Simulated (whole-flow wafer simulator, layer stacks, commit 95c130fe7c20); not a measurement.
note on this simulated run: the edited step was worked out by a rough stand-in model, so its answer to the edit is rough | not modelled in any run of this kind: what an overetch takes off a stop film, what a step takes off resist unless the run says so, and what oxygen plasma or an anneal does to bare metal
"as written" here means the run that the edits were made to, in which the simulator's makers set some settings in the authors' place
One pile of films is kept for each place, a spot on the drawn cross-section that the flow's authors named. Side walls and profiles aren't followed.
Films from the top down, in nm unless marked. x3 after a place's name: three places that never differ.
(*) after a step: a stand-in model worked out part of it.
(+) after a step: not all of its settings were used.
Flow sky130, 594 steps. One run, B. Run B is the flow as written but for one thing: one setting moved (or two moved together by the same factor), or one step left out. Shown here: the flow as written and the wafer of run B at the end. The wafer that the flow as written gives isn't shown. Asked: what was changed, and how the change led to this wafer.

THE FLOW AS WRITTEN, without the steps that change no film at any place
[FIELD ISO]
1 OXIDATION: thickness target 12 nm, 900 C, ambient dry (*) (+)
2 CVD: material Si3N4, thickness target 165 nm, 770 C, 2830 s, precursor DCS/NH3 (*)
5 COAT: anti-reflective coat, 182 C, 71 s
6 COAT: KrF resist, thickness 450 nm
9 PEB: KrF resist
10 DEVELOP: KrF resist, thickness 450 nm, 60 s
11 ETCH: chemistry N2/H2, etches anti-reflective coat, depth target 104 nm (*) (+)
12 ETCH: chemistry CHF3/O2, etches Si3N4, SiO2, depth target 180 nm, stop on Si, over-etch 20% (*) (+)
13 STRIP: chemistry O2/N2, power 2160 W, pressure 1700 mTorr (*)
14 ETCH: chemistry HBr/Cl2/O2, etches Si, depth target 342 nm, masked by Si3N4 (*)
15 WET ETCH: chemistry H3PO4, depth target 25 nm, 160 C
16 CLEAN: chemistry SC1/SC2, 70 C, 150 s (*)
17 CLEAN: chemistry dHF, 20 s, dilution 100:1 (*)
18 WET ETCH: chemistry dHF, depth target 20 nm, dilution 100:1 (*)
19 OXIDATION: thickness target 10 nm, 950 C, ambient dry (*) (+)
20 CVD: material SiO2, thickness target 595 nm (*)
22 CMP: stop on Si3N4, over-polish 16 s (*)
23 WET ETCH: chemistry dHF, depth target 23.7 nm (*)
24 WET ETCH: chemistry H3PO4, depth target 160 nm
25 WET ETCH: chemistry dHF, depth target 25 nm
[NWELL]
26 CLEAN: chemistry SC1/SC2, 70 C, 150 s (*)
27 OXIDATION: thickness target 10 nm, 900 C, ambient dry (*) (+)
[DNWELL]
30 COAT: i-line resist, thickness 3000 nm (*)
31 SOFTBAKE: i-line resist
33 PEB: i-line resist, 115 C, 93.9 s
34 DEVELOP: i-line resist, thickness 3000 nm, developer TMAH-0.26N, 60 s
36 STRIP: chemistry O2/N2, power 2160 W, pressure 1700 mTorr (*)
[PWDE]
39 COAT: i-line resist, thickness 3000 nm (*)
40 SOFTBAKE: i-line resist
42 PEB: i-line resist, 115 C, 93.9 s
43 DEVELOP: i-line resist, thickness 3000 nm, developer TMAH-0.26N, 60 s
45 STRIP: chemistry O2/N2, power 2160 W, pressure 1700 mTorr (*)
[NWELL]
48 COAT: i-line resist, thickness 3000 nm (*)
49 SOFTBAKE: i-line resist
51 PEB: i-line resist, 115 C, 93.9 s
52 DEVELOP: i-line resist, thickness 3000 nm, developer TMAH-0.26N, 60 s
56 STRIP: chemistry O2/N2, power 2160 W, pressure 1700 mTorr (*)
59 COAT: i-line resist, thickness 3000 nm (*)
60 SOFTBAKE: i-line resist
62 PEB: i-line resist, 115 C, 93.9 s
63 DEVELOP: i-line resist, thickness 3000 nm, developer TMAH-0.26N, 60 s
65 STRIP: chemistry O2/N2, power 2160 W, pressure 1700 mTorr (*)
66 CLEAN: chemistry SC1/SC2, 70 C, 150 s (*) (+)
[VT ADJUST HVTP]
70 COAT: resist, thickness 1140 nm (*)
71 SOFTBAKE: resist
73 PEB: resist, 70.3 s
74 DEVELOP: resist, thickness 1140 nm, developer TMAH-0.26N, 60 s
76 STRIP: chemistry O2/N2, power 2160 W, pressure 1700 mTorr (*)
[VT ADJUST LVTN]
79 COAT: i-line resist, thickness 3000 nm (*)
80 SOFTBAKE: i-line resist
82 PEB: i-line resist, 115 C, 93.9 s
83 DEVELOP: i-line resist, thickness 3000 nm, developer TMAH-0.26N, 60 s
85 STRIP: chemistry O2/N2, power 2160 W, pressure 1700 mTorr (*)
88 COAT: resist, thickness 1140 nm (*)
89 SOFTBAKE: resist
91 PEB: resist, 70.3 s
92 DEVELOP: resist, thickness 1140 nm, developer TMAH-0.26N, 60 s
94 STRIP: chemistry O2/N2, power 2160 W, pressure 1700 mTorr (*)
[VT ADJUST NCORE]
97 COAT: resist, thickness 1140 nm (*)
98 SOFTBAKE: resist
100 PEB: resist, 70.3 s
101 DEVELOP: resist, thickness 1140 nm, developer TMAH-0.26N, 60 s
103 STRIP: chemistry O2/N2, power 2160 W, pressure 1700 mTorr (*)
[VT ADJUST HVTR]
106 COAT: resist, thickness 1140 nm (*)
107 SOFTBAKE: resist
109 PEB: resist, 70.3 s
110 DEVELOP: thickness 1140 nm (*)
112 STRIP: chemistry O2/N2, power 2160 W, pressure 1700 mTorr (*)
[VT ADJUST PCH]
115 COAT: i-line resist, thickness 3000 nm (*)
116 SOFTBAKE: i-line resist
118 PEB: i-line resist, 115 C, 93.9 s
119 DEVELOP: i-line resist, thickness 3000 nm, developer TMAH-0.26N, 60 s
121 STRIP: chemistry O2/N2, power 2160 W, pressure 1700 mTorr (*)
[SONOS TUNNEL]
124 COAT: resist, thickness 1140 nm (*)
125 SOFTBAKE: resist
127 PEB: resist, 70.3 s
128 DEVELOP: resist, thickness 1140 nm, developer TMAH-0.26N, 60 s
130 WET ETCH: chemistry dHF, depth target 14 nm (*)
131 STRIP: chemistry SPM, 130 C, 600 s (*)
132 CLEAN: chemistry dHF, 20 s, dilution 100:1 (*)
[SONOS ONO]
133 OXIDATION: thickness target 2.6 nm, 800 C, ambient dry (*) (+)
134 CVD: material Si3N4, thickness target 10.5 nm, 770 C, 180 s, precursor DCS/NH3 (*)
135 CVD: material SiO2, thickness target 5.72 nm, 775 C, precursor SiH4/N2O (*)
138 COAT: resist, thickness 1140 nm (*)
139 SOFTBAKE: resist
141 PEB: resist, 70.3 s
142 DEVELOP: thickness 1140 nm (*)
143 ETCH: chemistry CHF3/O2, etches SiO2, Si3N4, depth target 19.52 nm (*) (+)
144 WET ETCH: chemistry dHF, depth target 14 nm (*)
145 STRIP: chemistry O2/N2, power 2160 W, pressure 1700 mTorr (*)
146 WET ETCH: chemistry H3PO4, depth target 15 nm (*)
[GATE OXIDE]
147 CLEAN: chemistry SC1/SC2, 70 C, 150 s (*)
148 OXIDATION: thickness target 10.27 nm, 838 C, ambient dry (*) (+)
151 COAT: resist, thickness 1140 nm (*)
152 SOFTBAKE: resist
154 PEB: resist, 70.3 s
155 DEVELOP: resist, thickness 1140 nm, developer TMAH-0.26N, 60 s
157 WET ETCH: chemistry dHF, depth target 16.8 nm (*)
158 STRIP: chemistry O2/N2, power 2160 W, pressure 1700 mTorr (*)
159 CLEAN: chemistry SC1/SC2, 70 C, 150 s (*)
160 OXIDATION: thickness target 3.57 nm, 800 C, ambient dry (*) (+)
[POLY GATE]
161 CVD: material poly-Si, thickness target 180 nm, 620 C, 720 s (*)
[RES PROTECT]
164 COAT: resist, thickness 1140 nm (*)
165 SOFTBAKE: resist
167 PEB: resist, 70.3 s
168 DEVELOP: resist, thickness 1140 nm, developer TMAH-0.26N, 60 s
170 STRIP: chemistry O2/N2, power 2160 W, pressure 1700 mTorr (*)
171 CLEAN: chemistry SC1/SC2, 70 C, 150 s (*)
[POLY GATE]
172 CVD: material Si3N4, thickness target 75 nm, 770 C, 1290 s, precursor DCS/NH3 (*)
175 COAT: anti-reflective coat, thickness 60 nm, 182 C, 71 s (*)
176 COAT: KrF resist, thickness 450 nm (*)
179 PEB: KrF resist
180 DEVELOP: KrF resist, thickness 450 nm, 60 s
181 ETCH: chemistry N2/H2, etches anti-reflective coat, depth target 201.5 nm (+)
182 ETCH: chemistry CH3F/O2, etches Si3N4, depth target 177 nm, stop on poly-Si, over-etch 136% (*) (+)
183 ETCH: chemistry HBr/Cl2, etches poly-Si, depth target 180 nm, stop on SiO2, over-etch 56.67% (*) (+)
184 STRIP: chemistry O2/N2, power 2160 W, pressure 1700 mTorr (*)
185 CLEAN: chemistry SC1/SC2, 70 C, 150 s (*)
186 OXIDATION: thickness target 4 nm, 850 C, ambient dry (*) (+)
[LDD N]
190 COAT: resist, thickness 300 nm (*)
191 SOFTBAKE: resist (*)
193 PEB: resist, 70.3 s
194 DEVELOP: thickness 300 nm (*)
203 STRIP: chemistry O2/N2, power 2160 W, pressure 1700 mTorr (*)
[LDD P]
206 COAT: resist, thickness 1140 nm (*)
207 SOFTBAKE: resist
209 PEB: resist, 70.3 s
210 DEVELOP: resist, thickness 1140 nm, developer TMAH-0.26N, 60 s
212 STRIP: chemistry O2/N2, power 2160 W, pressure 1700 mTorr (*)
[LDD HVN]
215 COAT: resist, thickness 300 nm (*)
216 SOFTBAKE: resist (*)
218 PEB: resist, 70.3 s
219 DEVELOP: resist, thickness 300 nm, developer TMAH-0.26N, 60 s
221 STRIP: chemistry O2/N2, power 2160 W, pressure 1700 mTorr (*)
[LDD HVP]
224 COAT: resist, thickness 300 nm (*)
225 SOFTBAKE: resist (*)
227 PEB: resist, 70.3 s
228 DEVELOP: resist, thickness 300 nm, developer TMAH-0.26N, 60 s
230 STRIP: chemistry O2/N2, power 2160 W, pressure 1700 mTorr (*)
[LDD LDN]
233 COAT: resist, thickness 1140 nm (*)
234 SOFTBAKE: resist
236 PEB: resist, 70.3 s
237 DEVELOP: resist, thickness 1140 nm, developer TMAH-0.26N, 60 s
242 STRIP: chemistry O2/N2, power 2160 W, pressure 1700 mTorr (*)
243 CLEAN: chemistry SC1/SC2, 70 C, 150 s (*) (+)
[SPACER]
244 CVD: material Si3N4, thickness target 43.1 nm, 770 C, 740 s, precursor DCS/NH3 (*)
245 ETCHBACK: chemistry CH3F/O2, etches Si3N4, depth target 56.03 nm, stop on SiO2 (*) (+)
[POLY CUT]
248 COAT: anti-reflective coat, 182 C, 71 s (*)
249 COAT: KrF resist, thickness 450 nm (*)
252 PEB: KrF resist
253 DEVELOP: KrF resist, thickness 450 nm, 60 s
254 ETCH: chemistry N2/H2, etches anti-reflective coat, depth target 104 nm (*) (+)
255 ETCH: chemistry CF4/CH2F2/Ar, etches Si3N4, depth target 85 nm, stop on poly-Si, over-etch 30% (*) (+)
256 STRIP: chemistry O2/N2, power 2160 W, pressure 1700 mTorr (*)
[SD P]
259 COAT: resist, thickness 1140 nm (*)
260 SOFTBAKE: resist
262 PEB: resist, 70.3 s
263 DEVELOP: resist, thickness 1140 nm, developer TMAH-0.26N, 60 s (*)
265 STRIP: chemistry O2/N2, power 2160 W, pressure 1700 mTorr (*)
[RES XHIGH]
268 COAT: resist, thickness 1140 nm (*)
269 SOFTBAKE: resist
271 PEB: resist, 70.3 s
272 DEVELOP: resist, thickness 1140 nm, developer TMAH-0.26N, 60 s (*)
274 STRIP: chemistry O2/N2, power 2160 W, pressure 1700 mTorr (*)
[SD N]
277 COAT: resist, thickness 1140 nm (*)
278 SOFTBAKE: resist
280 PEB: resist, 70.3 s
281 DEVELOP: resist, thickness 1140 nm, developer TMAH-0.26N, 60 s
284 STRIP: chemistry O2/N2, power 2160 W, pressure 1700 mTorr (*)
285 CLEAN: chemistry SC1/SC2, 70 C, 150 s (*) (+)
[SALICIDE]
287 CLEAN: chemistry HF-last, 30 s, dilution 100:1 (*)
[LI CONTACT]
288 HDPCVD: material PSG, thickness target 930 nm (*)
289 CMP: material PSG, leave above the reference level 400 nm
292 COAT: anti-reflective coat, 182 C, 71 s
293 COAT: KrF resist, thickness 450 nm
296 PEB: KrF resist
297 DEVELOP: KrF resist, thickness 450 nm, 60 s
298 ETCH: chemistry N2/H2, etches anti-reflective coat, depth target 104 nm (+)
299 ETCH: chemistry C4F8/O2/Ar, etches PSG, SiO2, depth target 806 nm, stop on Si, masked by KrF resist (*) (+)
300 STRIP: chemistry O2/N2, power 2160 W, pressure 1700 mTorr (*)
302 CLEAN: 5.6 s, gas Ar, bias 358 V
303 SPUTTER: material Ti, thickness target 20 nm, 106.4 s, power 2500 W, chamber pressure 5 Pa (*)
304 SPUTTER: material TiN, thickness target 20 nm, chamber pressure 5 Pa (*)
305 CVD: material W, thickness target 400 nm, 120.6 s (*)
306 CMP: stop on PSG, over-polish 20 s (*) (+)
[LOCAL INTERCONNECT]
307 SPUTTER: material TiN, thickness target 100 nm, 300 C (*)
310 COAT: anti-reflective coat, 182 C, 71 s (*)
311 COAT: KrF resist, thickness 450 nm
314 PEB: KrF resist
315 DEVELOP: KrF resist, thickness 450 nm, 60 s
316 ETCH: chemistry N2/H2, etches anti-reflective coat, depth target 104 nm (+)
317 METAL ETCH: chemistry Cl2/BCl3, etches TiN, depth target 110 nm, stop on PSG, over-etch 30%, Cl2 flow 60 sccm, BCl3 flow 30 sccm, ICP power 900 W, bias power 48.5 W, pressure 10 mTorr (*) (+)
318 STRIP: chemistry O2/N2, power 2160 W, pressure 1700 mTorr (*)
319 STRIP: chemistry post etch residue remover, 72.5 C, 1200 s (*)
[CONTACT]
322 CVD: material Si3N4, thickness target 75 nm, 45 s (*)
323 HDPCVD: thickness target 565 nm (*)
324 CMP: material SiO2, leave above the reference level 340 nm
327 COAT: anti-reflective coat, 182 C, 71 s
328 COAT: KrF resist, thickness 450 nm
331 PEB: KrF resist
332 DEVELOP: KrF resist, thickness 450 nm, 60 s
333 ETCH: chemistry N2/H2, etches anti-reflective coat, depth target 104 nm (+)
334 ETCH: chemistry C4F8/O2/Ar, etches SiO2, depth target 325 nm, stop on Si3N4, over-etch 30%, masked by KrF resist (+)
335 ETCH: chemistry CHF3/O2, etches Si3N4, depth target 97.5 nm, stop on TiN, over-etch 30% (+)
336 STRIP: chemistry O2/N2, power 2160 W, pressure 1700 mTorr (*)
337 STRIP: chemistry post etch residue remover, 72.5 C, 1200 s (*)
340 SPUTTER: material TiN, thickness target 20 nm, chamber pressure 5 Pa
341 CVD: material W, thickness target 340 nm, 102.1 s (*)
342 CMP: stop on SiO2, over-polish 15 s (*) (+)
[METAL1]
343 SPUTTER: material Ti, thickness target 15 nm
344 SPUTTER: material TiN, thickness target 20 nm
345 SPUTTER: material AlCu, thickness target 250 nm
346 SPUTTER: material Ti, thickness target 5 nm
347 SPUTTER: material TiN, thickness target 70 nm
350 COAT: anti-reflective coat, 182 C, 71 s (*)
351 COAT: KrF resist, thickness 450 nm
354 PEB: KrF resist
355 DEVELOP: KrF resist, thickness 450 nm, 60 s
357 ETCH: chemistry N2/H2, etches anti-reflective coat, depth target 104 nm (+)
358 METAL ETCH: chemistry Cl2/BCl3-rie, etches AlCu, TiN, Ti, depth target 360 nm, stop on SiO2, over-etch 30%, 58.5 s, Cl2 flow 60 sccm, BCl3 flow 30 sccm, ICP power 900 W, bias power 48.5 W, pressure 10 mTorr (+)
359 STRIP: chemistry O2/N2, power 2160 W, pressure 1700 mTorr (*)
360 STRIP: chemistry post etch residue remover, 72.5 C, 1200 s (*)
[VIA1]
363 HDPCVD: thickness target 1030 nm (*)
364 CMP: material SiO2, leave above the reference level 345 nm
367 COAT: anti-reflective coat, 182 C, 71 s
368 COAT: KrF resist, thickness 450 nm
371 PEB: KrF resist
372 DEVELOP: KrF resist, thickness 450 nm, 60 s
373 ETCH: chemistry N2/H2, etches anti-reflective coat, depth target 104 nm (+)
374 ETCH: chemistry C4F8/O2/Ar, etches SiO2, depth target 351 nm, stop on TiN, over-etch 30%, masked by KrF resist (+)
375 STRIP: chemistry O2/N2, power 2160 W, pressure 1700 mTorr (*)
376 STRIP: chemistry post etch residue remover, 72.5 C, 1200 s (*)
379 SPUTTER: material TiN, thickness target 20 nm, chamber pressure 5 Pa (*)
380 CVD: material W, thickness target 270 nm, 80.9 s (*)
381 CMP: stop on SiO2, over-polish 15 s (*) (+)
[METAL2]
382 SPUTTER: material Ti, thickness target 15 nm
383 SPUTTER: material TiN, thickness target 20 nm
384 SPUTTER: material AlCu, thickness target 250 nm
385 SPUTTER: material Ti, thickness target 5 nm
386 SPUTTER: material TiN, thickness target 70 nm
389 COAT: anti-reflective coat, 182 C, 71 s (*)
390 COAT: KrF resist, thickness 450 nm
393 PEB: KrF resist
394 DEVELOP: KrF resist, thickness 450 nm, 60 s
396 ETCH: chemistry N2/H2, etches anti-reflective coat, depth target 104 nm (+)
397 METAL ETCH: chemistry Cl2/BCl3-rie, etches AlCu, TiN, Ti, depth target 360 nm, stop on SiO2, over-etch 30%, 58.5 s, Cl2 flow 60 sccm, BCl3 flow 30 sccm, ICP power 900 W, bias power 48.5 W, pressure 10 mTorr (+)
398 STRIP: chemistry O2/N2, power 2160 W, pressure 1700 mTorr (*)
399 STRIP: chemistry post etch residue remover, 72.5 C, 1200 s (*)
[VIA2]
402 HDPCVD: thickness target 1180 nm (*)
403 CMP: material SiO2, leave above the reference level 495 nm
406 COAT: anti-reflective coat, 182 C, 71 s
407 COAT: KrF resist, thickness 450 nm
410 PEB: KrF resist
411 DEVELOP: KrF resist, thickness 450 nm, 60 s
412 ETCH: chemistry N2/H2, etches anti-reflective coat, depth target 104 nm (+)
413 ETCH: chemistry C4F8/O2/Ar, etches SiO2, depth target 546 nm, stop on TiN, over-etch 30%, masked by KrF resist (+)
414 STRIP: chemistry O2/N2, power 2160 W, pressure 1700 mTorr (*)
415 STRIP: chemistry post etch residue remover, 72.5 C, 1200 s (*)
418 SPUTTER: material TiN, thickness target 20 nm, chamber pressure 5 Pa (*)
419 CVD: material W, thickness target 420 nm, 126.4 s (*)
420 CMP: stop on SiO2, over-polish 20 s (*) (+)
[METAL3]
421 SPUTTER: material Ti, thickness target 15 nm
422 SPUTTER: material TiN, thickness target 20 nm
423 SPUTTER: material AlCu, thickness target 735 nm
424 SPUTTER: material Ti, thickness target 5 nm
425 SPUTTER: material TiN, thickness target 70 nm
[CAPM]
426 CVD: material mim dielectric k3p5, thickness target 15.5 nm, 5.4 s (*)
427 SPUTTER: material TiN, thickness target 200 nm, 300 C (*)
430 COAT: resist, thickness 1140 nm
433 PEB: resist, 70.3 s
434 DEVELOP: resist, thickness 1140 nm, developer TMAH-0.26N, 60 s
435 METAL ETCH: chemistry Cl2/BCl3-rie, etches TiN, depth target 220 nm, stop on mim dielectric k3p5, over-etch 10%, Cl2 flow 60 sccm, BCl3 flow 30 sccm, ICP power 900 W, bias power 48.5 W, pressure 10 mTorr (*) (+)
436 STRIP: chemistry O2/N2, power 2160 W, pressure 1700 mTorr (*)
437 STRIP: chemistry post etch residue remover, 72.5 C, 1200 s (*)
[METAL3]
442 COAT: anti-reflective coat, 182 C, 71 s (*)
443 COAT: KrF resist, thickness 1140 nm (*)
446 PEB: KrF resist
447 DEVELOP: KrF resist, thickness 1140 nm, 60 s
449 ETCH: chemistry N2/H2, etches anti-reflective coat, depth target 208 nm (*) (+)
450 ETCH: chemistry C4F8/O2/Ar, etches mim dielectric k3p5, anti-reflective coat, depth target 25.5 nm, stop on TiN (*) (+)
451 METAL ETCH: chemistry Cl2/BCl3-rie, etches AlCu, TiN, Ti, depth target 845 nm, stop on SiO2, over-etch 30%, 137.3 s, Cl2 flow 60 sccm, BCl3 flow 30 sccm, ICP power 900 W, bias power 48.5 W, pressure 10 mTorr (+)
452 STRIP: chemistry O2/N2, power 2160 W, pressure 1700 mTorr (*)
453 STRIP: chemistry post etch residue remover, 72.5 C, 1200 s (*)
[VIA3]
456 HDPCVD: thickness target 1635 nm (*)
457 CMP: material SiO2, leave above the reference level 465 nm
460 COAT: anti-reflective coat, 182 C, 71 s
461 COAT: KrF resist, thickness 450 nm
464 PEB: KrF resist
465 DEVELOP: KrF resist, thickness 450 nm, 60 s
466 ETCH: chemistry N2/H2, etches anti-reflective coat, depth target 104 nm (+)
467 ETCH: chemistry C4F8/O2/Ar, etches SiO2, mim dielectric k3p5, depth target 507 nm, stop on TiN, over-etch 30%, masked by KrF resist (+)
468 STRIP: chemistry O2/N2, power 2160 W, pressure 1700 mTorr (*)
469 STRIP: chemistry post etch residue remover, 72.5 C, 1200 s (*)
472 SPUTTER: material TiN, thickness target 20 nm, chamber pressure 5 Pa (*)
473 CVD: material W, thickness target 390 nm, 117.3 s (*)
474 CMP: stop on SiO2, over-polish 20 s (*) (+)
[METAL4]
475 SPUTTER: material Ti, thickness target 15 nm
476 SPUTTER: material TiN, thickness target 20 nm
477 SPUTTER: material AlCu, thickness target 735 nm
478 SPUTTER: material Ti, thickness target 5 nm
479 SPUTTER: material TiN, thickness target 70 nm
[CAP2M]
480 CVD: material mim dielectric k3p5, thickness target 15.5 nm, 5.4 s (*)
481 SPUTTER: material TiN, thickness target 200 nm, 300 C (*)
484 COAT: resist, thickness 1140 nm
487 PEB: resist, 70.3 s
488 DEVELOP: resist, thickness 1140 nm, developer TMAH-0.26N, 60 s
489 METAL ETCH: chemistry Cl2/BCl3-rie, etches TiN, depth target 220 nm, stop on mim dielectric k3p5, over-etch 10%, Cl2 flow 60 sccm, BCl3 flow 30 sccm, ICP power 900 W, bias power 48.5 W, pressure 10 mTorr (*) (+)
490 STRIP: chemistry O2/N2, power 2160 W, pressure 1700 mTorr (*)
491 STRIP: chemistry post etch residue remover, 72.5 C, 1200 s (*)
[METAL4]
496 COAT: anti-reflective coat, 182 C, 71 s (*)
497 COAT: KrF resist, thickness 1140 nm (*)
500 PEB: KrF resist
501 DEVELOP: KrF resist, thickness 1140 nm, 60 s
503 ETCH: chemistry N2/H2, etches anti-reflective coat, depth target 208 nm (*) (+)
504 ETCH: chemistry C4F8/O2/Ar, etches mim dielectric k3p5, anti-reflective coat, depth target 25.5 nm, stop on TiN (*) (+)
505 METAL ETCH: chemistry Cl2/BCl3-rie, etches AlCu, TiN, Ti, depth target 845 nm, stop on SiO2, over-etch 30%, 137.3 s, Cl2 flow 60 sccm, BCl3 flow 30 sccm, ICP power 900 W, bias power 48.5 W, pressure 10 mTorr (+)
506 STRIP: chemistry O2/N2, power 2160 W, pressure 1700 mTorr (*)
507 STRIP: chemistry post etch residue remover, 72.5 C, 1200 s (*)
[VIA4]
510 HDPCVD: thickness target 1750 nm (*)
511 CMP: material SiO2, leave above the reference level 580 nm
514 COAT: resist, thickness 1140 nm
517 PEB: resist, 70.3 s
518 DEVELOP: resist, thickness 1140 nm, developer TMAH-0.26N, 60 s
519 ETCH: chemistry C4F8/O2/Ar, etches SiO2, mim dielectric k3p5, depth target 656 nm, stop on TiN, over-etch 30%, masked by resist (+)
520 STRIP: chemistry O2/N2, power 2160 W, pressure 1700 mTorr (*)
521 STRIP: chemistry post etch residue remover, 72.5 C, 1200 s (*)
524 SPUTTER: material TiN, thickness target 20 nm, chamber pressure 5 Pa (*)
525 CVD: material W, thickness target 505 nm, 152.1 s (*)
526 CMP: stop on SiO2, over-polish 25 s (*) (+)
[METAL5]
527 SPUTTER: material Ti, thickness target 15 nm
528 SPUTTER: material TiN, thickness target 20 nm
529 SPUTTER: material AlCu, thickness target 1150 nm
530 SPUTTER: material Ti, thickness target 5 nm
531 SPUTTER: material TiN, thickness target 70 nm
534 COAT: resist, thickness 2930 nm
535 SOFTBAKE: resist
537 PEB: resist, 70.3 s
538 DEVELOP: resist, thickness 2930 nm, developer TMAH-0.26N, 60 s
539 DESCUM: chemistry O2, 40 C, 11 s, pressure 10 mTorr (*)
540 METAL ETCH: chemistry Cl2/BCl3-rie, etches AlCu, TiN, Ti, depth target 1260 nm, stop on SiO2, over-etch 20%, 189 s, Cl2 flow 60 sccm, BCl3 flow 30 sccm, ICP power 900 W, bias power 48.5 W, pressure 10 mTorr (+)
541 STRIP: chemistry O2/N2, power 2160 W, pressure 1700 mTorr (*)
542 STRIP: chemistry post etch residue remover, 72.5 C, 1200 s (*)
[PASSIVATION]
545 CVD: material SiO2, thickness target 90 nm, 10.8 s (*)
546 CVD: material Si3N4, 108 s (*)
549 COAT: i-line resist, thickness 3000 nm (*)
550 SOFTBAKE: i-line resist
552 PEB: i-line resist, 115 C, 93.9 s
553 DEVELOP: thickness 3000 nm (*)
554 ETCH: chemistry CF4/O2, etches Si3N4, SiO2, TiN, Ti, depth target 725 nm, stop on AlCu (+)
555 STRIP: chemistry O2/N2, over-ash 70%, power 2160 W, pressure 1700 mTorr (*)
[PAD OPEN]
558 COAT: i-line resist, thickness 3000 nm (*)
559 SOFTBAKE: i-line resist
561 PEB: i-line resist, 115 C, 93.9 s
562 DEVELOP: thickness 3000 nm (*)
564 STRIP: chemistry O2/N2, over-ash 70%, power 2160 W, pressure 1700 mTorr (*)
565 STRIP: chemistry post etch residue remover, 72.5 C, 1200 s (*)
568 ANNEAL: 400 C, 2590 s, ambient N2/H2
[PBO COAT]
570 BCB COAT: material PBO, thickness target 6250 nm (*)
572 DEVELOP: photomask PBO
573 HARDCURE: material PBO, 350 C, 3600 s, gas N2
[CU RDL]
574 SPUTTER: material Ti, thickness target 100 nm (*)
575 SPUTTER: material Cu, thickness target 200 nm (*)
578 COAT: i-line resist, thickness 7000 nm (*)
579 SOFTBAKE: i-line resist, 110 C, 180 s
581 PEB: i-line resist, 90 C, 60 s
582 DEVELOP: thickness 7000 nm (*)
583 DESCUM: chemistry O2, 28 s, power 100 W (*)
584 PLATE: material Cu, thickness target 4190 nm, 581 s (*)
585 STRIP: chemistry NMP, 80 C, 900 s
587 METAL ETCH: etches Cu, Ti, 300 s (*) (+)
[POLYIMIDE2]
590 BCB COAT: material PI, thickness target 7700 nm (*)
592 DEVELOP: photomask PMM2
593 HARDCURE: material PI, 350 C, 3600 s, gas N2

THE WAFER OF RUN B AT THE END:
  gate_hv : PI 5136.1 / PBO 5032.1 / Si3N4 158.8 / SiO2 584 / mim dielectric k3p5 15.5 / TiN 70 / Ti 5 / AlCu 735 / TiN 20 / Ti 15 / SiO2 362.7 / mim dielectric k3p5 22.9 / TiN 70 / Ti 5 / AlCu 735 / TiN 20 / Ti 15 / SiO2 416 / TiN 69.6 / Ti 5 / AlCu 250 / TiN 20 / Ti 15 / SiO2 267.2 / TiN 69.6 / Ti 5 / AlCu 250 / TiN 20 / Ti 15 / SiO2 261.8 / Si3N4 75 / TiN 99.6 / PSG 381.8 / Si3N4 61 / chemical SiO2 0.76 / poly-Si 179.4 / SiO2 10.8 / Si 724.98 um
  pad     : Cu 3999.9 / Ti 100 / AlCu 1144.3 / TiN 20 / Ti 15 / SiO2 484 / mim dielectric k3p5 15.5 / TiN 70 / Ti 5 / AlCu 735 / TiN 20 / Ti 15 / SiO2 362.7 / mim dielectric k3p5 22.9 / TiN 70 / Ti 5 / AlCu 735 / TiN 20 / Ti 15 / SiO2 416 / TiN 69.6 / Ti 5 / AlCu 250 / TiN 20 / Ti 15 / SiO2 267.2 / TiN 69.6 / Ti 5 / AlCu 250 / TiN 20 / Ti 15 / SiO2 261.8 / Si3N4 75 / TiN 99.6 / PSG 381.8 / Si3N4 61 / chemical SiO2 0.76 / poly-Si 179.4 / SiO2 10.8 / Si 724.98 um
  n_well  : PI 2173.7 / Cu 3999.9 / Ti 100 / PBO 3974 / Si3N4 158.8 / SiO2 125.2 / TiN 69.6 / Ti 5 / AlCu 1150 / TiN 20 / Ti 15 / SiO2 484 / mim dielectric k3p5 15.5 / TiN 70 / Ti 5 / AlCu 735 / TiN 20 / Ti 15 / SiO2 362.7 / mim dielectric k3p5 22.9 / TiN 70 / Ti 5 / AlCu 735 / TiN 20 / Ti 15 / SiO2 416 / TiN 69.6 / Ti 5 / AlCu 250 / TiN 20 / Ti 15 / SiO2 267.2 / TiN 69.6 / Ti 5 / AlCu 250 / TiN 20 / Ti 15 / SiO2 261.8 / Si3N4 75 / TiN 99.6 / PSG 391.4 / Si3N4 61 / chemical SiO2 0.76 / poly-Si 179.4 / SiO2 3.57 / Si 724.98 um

The cause: step 426, CVD: thickness target 22.9 nm was run, where the flow has thickness target 15.5 nm; step 426, CVD: 7.97 s was run, where the flow has 5.4 s.
It can be read off the wafer: gate_hv has mim dielectric k3p5 22.9, and step 426 as written asks for 15.5 nm.

How the change led to this, step by step:
  426 CVD: material mim dielectric k3p5, thickness target 15.5 nm, 5.4 s (*)
      field, active, n_well and 188 more: mim dielectric k3p5 +22.9 (new film) (as written it would be: mim dielectric k3p5 +15.5 (new film))
  450 ETCH: chemistry C4F8/O2/Ar, etches mim dielectric k3p5, anti-reflective coat, depth target 25.5 nm, stop on TiN (*) (+)
      n_well, p_well, gate_hv and 104 more: KrF resist -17 (as written it would be: KrF resist -15.5)
      field, active, gate and 82 more: mim dielectric k3p5 -22.9 (all of it) (as written it would be: mim dielectric k3p5 -15.5 (all of it))
  467 ETCH: chemistry C4F8/O2/Ar, etches SiO2, mim dielectric k3p5, depth target 507 nm, stop on TiN, over-etch 30%, masked by KrF resist (+)
      m1: SiO2 -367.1 (all of it), mim dielectric k3p5 -22.9 (all of it) (as written it would be: SiO2 -374.5 (all of it), mim dielectric k3p5 -15.5 (all of it))
      via3_hole: SiO2 -366.5 (all of it), mim dielectric k3p5 -22.9 (all of it) (as written it would be: SiO2 -373.9 (all of it), mim dielectric k3p5 -15.5 (all of it))
